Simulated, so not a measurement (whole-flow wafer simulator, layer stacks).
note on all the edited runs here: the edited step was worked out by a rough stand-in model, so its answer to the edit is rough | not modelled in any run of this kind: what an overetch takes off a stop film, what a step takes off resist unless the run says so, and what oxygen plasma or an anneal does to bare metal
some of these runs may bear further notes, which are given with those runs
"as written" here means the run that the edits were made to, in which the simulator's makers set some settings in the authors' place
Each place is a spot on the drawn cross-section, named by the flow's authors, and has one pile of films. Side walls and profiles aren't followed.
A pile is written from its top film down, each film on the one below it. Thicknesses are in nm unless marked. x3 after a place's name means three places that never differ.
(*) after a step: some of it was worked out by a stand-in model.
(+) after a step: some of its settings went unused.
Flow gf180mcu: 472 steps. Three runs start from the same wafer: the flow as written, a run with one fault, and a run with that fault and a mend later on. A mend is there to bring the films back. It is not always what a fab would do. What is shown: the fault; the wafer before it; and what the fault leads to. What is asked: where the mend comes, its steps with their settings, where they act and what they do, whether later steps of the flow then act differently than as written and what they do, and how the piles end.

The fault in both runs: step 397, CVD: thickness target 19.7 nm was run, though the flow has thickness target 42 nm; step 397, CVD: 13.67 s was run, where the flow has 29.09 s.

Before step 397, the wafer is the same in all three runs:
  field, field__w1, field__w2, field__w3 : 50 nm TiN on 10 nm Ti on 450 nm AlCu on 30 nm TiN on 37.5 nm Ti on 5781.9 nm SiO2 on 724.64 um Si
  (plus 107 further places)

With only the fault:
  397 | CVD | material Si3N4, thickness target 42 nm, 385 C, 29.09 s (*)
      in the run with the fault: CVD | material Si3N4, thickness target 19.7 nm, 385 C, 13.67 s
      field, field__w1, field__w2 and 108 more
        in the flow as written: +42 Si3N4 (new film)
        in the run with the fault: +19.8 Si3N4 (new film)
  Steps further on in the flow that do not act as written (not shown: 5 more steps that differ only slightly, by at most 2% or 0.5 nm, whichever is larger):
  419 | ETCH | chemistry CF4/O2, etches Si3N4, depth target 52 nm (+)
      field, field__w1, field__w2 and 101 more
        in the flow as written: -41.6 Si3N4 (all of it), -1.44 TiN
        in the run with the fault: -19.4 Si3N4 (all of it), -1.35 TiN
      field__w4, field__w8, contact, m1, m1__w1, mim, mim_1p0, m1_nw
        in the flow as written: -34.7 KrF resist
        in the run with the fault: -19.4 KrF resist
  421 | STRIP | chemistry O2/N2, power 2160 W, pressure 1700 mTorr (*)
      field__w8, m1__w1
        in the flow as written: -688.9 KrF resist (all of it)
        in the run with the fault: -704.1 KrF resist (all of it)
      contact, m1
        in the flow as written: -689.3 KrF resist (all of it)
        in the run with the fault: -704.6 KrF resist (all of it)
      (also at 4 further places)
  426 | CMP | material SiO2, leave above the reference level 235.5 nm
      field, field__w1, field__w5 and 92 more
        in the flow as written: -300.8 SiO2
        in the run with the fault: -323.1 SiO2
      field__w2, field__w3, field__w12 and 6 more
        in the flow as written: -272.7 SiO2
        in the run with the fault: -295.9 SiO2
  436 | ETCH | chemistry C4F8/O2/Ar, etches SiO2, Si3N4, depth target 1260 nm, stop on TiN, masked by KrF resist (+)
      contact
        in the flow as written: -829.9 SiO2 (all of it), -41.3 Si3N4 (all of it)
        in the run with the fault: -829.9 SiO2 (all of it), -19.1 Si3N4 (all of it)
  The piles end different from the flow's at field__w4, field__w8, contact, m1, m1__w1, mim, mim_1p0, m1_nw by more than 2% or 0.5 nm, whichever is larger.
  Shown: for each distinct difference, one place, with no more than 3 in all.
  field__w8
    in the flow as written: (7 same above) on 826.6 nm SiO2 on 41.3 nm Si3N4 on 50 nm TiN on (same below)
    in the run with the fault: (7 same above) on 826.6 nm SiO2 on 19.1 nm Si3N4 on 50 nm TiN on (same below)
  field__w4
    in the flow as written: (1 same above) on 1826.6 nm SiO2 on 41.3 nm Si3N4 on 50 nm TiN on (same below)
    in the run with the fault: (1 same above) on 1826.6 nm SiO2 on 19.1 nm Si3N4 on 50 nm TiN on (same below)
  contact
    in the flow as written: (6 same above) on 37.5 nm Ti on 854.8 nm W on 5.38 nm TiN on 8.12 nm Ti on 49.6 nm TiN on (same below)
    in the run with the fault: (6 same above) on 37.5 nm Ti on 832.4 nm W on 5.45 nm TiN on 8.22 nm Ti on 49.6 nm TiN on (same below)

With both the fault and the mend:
  The mend follows step 397.
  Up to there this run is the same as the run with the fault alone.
  397a | CVD | material Si3N4, thickness target 22.3 nm, 385 C, 15.44 s (the flow's step 397, run once more with other settings)
      field, field__w1, field__w2 and 108 more
        +22.3 Si3N4
  Every later step of the flow that is run acts as written, at every place that is followed, to within 2% or 0.5 nm, whichever is larger.
  The piles end only slightly different from the flow's at the places that both follow, by no more than 2% or 0.5 nm, whichever is larger.
